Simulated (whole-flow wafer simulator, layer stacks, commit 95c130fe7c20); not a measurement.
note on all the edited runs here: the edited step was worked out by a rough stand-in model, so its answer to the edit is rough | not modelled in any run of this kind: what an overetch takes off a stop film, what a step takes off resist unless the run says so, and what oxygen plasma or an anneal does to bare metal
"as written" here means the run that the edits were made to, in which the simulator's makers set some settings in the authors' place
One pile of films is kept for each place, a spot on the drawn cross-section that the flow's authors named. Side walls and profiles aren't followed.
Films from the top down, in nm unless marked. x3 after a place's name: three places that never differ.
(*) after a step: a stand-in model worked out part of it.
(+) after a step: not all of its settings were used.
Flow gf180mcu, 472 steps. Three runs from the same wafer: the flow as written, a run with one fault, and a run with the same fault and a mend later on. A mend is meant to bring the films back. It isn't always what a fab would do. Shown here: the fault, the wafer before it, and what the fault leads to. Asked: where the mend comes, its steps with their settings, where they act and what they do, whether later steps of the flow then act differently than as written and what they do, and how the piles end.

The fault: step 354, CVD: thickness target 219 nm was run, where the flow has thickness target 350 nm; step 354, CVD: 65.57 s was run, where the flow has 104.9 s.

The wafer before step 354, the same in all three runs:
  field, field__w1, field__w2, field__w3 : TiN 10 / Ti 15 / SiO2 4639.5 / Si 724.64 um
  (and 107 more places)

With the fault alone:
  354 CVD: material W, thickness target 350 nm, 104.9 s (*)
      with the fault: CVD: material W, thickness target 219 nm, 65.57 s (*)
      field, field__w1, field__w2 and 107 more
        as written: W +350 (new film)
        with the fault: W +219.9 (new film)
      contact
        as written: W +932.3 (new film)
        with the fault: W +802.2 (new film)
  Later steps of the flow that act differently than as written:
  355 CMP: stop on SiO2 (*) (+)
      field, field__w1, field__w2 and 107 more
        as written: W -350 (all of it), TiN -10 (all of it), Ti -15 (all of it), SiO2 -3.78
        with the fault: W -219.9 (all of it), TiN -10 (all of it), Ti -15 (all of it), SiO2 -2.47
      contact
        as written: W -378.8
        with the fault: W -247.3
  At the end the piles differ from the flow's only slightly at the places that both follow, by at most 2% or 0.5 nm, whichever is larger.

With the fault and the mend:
  The mend comes after step 354.
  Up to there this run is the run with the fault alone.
  354a CVD: material W, thickness target 131 nm, 39.26 s (the flow's step 354 once more, with other settings)
      field, field__w1, field__w2 and 108 more
        W +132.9
  No later step of the flow acts differently than as written, at any place that is followed, by more than 2% or 0.5 nm, whichever is larger.
  At the end the piles differ from the flow's only slightly at the places that both follow, by at most 2% or 0.5 nm, whichever is larger.
